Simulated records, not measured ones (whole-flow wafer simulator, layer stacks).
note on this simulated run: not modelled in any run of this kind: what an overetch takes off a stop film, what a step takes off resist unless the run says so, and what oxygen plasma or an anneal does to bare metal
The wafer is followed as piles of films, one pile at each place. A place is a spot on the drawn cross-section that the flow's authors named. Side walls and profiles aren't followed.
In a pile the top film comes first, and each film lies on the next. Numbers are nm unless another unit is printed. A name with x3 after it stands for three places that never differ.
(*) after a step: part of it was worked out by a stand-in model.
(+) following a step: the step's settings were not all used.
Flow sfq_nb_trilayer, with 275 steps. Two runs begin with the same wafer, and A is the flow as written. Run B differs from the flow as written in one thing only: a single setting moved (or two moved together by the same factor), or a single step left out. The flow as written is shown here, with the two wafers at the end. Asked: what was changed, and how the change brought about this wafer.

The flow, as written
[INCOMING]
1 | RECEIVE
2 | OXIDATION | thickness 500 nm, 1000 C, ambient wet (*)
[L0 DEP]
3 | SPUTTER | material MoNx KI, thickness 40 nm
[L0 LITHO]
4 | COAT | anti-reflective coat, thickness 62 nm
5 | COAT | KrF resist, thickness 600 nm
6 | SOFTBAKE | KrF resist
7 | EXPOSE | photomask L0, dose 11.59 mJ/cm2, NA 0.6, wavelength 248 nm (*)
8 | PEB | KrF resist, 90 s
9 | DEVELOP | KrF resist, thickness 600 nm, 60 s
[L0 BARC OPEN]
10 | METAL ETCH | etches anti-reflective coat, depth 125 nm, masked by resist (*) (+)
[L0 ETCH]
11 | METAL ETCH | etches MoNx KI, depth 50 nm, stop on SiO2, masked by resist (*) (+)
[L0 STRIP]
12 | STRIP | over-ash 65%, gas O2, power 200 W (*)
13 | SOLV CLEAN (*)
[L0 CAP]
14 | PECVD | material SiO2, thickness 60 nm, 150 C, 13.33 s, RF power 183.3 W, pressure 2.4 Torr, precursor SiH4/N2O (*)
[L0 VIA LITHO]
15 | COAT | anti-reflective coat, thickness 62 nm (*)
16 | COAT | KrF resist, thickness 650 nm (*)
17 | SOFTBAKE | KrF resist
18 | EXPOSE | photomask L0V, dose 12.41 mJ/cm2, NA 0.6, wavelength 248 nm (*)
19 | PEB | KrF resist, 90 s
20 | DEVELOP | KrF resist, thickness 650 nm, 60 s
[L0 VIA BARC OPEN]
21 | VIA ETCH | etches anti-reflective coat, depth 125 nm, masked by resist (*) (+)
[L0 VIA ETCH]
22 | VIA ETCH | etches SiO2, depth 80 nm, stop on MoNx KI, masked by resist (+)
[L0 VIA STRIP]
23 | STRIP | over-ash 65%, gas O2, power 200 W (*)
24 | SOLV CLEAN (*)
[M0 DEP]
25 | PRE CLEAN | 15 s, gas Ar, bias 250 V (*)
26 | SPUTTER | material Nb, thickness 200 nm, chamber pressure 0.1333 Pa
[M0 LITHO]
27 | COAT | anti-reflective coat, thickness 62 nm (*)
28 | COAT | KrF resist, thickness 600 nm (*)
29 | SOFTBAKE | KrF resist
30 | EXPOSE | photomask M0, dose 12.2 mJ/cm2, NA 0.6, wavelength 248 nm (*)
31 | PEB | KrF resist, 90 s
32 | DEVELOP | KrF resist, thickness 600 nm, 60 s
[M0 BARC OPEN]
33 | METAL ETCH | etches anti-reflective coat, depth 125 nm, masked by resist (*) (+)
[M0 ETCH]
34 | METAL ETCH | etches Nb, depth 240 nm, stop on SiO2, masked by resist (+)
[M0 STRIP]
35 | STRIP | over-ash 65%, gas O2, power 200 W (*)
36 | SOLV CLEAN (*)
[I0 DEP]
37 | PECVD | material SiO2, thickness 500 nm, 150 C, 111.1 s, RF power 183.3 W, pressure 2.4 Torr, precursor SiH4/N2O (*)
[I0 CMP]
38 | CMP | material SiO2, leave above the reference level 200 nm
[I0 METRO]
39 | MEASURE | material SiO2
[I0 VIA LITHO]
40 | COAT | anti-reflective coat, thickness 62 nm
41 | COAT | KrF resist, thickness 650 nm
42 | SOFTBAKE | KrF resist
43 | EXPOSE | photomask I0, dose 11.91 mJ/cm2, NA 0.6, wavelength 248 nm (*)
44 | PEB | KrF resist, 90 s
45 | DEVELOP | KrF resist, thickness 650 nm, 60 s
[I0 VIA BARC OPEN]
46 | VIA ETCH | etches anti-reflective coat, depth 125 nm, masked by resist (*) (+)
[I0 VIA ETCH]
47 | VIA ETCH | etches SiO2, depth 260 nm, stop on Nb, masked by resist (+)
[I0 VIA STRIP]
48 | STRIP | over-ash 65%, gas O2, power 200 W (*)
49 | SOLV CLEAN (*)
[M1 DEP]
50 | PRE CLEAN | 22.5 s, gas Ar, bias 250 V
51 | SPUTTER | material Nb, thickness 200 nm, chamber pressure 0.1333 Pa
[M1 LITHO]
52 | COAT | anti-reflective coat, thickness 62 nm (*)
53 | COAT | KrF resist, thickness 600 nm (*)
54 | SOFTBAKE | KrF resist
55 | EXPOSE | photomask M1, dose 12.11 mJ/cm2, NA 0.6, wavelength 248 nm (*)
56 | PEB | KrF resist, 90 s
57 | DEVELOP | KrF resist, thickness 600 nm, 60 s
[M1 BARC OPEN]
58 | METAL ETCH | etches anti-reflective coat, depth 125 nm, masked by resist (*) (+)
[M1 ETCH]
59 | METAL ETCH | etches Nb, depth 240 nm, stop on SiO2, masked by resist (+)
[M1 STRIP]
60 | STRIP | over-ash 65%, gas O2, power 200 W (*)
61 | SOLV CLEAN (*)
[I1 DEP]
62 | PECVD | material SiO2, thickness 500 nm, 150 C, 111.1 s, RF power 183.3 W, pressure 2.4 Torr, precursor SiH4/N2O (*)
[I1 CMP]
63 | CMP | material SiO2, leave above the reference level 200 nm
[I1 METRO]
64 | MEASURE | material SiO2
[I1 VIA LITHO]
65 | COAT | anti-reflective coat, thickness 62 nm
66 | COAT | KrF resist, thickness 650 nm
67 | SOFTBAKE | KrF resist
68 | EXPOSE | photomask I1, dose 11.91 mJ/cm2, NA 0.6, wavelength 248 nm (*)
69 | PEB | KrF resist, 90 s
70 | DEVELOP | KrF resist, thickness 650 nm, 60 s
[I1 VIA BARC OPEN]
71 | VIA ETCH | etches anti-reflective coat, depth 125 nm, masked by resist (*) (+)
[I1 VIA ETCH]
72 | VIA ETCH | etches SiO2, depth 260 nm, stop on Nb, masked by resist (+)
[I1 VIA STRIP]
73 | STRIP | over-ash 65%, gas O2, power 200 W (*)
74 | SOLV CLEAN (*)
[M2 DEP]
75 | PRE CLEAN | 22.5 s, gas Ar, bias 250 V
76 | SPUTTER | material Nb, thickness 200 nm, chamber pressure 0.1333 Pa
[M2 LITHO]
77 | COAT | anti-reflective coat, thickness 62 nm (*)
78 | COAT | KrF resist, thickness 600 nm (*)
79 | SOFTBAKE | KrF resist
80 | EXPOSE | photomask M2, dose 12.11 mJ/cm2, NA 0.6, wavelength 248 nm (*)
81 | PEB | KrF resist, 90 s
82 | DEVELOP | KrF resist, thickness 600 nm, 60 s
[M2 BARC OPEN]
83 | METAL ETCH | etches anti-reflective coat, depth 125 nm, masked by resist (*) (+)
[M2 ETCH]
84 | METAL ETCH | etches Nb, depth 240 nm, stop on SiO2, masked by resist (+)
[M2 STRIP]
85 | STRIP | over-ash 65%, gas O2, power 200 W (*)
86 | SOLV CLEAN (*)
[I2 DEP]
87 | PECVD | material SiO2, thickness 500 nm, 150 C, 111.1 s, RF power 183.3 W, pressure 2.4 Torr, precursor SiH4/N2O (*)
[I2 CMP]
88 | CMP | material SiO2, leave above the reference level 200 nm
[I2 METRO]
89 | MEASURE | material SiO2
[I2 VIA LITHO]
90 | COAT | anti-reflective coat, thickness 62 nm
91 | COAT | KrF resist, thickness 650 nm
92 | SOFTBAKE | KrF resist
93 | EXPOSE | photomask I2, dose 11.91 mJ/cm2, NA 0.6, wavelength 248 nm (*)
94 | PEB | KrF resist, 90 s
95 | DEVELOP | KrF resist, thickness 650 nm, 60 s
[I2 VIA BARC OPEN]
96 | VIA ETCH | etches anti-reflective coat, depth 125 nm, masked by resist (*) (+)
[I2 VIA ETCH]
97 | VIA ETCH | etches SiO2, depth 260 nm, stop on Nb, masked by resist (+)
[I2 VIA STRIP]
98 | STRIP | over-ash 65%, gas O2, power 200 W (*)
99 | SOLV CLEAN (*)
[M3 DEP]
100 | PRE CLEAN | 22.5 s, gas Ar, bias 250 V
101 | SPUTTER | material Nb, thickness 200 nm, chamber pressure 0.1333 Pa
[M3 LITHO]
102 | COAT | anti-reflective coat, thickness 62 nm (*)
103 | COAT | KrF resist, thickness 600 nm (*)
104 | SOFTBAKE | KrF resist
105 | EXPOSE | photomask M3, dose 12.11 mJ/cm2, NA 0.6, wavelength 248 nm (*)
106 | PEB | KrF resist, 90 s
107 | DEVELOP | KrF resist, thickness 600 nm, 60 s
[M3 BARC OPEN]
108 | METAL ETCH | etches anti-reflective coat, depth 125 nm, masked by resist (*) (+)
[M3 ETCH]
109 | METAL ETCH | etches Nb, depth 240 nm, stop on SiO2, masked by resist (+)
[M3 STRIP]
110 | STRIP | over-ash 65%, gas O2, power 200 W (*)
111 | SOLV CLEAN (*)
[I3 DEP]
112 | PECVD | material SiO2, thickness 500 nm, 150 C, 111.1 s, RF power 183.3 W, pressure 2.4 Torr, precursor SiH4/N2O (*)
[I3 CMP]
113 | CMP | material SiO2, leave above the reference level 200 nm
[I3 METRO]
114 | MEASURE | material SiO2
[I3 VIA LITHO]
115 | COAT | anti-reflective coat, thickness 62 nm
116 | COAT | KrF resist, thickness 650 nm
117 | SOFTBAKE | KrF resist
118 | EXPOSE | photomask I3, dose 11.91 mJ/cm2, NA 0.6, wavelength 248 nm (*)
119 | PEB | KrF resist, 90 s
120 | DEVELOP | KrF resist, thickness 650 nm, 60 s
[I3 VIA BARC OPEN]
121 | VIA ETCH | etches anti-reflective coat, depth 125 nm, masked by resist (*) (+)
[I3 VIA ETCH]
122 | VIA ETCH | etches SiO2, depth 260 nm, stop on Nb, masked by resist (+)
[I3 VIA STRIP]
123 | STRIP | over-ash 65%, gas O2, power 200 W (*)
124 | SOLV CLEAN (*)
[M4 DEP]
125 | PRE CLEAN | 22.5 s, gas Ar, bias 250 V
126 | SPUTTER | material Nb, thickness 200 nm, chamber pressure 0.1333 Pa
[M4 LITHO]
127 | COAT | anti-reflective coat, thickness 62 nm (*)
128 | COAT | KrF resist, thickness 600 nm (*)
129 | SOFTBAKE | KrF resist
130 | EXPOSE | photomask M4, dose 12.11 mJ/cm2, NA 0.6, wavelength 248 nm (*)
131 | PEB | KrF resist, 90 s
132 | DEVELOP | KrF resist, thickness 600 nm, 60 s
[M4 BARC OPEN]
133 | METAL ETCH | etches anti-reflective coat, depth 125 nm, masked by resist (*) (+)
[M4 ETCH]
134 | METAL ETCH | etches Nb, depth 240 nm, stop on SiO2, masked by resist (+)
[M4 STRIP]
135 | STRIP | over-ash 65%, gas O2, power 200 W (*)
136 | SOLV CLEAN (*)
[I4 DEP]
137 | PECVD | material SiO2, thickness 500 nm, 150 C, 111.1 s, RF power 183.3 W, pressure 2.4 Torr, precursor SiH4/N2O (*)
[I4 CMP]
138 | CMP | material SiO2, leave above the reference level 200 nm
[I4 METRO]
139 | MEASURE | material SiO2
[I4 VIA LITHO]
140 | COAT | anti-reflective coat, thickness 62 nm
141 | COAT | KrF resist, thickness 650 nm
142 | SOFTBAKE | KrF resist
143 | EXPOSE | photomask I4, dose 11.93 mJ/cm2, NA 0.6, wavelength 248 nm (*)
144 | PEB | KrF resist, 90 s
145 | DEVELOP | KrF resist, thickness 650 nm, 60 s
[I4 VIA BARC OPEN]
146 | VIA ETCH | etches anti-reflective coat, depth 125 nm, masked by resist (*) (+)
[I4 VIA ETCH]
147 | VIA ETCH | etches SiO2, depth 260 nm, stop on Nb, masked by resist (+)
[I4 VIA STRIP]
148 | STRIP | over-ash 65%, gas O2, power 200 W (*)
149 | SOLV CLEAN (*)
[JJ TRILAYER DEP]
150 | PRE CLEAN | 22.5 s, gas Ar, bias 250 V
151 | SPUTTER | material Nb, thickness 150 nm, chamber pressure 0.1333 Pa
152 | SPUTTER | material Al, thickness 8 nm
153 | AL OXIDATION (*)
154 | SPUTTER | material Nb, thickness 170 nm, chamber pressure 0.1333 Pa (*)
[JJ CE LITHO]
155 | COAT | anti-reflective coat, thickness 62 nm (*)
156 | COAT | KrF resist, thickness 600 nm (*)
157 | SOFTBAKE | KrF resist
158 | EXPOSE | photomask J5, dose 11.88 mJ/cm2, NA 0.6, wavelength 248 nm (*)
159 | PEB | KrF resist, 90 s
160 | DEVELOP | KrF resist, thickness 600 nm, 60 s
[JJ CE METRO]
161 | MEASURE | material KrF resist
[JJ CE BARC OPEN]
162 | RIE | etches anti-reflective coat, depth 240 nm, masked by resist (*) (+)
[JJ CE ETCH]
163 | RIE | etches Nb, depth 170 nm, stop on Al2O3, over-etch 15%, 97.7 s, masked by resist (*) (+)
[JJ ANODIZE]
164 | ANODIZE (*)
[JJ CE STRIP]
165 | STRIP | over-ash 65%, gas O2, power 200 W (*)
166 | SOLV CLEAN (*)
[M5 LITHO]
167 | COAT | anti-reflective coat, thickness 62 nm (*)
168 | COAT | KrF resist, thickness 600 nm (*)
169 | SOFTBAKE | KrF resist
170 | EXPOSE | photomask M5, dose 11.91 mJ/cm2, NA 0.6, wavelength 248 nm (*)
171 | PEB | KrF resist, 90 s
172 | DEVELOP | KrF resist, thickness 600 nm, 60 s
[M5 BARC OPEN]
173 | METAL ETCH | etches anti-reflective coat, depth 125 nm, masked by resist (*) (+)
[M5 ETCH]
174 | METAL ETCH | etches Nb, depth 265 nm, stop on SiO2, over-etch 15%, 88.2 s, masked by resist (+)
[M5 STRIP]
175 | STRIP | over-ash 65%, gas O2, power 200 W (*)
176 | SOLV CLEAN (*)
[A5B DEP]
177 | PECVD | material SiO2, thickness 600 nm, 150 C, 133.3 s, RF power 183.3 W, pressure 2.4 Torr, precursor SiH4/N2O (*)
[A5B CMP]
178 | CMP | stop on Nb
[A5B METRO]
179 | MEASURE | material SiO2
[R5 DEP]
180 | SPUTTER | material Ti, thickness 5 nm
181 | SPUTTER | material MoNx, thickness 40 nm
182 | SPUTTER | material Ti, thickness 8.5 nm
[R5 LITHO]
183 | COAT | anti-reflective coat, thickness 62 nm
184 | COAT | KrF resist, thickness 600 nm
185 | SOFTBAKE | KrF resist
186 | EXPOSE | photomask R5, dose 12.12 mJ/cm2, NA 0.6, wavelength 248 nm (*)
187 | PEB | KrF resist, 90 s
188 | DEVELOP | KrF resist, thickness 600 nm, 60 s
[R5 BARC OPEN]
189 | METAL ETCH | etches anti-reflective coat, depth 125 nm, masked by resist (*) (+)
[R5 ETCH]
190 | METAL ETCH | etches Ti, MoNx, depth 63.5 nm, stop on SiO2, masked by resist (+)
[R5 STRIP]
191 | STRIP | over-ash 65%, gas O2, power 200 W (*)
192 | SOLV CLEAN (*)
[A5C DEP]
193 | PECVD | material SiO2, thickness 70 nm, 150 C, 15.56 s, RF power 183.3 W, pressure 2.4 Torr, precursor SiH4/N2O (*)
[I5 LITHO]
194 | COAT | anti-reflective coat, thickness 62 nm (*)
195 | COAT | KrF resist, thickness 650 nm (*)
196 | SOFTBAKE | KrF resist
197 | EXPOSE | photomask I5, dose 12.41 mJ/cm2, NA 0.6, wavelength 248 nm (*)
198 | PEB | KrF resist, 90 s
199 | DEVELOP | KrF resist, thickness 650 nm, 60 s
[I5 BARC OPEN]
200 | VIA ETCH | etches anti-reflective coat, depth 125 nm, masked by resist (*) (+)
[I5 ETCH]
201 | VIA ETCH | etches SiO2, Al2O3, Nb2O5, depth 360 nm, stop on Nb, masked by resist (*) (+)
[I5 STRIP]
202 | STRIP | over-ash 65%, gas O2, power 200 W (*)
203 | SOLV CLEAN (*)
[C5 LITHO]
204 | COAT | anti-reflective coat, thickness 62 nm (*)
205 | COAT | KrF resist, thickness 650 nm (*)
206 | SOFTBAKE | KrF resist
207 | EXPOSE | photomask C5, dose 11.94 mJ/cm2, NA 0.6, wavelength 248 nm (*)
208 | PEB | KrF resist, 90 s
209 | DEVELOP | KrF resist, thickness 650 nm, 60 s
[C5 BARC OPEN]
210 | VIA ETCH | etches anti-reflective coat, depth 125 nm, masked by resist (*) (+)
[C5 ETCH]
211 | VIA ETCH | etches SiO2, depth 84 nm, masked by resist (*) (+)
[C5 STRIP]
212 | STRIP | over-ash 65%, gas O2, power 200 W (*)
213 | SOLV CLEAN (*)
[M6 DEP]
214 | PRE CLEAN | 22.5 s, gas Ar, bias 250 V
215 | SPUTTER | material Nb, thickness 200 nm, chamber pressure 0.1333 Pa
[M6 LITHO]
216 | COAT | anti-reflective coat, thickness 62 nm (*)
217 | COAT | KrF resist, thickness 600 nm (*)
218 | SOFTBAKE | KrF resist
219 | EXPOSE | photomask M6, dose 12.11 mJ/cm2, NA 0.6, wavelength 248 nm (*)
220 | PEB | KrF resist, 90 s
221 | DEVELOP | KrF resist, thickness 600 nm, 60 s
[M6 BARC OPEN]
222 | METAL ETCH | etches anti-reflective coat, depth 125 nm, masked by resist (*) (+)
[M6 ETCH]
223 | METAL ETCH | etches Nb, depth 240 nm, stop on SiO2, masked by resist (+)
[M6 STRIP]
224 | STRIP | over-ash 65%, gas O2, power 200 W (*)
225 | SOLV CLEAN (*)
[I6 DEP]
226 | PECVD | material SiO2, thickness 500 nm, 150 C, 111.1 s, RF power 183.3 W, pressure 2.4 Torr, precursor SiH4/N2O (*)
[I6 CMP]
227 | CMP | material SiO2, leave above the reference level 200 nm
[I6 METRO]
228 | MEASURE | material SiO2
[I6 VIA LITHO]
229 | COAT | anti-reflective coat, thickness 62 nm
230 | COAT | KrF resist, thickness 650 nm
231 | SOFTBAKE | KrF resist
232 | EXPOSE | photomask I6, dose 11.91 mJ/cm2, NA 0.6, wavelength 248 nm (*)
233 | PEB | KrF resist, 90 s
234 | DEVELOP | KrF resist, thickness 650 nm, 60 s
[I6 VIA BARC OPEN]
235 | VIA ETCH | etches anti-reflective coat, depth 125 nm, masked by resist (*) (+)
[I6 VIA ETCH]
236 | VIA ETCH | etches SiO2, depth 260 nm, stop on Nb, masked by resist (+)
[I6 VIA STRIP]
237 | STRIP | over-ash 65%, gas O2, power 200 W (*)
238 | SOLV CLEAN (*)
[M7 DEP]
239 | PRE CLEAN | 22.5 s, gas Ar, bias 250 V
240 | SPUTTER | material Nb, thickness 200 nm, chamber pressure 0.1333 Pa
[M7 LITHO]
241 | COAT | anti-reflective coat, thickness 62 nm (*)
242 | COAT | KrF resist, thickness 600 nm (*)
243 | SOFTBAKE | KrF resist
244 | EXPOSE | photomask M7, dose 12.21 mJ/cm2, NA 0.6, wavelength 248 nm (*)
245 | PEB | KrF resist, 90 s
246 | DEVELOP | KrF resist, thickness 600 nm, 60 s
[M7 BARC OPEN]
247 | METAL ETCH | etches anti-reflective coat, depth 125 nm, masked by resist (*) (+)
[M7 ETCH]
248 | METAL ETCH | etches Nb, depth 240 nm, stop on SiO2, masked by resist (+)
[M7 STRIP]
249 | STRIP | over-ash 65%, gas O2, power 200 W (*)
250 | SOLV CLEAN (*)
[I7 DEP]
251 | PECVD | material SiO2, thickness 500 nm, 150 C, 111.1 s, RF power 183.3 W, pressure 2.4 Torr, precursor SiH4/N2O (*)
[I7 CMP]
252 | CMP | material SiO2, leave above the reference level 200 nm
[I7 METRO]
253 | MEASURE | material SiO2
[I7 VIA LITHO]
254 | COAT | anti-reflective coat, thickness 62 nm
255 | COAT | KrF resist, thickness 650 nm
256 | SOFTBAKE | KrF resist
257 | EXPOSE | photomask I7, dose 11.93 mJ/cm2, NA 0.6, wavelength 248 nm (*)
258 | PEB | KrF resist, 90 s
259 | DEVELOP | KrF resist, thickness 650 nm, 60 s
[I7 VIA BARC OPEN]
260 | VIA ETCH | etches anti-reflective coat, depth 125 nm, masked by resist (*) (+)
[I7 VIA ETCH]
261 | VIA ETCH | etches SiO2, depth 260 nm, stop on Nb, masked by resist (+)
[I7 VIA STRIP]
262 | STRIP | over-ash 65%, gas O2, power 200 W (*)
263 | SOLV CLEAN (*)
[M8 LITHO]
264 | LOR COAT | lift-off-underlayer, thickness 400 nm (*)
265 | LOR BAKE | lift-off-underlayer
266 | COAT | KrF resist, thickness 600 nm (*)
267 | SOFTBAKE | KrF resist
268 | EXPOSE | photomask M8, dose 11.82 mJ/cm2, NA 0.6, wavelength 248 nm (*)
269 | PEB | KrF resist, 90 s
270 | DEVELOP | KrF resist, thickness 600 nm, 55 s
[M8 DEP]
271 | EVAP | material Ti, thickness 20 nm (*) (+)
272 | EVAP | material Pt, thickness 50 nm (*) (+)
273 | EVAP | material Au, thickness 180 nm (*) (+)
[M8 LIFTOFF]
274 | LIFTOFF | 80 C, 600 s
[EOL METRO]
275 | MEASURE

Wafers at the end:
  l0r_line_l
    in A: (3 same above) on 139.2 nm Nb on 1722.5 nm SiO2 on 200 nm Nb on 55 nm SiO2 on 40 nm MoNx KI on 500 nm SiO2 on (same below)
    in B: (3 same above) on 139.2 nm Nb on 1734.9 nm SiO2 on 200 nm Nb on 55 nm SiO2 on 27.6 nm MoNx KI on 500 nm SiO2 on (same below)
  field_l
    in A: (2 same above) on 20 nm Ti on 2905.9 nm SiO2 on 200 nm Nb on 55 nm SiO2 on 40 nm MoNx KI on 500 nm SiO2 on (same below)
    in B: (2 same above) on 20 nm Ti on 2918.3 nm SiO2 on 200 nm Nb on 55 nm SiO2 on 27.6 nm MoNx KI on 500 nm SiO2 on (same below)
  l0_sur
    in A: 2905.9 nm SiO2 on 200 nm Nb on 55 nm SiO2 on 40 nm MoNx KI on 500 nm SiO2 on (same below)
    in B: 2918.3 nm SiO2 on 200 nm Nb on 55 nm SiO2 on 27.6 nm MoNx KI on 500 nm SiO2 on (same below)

What caused this: step 3, SPUTTER: thickness 27.6 nm was run, though the flow has thickness 40 nm.
The wafer lets one read it off: l0r_line_l has MoNx KI 27.6, and step 3 as written asks for 40 nm.

How this came from the change, step by step:
  3 | SPUTTER | material MoNx KI, thickness 40 nm
      field_l, v_sur, via_wl and 103 more: A MoNx KI gains 40 (new film) | B MoNx KI gains 27.6 (new film)
  11 | METAL ETCH | etches MoNx KI, depth 50 nm, stop on SiO2, masked by resist (*) (+)
      v_sur, via_wl, via_w and 97 more: A MoNx KI loses 40 (all of it) | B MoNx KI loses 27.6 (all of it)
      field_l, l0_sur, l0v, l0r_line_l, l0r_line_c, l0r_line_r: A KrF resist loses 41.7 | B KrF resist loses 34.5
  15 | COAT | anti-reflective coat, thickness 62 nm (*)
      field_l: A anti-reflective coat gains 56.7 (new film) | B anti-reflective coat gains 58.2 (new film)
      v_sur: A anti-reflective coat gains 72.2 (new film) | B anti-reflective coat gains 69.1 (new film)
      (as well as at 3 more places)
  23 | STRIP | over-ash 65%, gas O2, power 200 W (*)
      field_l: A KrF resist loses 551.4 (all of it), anti-reflective coat loses 56.7 (all of it) | B KrF resist loses 554.1 (all of it), anti-reflective coat loses 58.2 (all of it)
      v_sur: A KrF resist loses 570.5 (all of it), anti-reflective coat loses 72.2 (all of it) | B KrF resist loses 566.9 (all of it), anti-reflective coat loses 69.1 (all of it)
      (as well as at 3 more places)
  27 | COAT | anti-reflective coat, thickness 62 nm (*)
      field_l: A anti-reflective coat gains 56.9 (new film) | B anti-reflective coat gains 58.3 (new film)
      v_sur: A anti-reflective coat gains 72.3 (new film) | B anti-reflective coat gains 69.1 (new film)
      (as well as at 3 more places)
  35 | STRIP | over-ash 65%, gas O2, power 200 W (*)
      field_l: A KrF resist loses 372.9 (all of it), anti-reflective coat loses 56.9 (all of it) | B KrF resist loses 375.8 (all of it), anti-reflective coat loses 58.3 (all of it)
      v_sur: A KrF resist loses 391.6 (all of it), anti-reflective coat loses 72.3 (all of it) | B KrF resist loses 388.7 (all of it), anti-reflective coat loses 69.1 (all of it)
      (as well as at 3 more places)
  38 | CMP | material SiO2, leave above the reference level 200 nm
      field_l, l0_sur, l0r_line_l, l0r_line_c, l0r_line_r: A SiO2 loses 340 | B SiO2 loses 327.6
      l0v: A SiO2 loses 277.8 | B SiO2 loses 265.4
